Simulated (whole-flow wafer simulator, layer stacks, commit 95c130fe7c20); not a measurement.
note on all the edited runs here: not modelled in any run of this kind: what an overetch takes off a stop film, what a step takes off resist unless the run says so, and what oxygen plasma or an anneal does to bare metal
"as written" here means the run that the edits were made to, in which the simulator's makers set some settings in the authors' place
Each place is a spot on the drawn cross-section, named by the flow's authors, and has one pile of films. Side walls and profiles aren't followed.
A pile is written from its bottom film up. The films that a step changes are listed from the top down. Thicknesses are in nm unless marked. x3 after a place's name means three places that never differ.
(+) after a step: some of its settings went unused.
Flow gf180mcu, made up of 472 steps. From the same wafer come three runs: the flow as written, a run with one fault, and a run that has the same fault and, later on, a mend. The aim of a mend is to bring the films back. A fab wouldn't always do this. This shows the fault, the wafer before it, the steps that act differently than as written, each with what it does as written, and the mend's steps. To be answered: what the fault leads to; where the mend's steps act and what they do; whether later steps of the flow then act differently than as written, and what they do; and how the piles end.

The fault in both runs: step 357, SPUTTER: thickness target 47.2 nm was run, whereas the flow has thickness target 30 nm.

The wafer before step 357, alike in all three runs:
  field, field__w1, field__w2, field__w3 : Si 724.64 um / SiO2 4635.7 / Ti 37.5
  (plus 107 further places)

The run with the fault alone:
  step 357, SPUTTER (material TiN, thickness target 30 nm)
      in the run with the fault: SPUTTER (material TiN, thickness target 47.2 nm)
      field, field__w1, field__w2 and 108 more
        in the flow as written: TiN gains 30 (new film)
        in the run with the fault: TiN gains 47.2 (new film)
  Steps further on in the flow that do not act as written:
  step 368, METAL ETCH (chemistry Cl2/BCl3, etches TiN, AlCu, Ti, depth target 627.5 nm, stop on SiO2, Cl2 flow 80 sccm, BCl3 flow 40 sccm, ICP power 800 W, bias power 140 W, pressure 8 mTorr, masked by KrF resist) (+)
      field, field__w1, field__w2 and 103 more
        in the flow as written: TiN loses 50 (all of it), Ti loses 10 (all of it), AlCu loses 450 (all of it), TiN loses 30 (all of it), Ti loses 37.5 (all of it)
        in the run with the fault: TiN loses 50 (all of it), Ti loses 10 (all of it), AlCu loses 450 (all of it), TiN loses 47.2 (all of it), Ti loses 37.5 (all of it)
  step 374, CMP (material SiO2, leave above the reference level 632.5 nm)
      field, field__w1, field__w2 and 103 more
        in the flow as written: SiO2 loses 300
        in the run with the fault: SiO2 loses 282.8
  The piles end different from the flow's at field__w8, contact, m1, m1__w1, m1_nw by more than 2% or 0.5 nm, whichever is larger.
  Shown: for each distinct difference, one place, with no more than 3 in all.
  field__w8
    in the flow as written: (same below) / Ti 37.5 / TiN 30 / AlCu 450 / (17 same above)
    in the run with the fault: (same below) / Ti 37.5 / TiN 47.2 / AlCu 450 / (17 same above)
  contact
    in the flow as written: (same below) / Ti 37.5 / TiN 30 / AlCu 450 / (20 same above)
    in the run with the fault: (same below) / Ti 37.5 / TiN 47.2 / AlCu 450 / (20 same above)

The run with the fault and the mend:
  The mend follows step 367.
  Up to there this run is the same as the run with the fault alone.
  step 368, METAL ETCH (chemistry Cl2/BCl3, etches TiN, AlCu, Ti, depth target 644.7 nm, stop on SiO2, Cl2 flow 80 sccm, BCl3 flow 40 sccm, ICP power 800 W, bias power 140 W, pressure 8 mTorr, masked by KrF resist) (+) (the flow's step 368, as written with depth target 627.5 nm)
      field, field__w1, field__w2 and 103 more
        TiN loses 50 (all of it), Ti loses 10 (all of it), AlCu loses 450 (all of it), TiN loses 47.2 (all of it), Ti loses 37.5 (all of it)
      field__w8, contact, m1, m1__w1, m1_nw
        KrF resist loses 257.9
  Steps further on in the flow that do not act as written (1 other step is not shown; it differs only slightly, by no more than 2% or 0.5 nm, whichever is larger):
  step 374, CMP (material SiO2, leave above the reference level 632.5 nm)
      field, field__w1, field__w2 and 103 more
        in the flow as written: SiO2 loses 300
        in the run with the mend: SiO2 loses 282.8
  The piles end different from the flow's at field__w8, contact, m1, m1__w1, m1_nw by more than 2% or 0.5 nm, whichever is larger.
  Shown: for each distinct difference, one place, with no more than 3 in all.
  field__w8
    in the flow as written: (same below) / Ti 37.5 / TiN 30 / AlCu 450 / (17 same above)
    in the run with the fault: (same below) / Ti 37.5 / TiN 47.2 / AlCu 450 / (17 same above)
    in the run with the mend: (same below) / Ti 37.5 / TiN 47.2 / AlCu 450 / (17 same above)
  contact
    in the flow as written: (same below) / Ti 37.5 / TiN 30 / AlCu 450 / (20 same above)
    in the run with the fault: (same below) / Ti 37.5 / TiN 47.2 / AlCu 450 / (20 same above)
    in the run with the mend: (same below) / Ti 37.5 / TiN 47.2 / AlCu 450 / (20 same above)
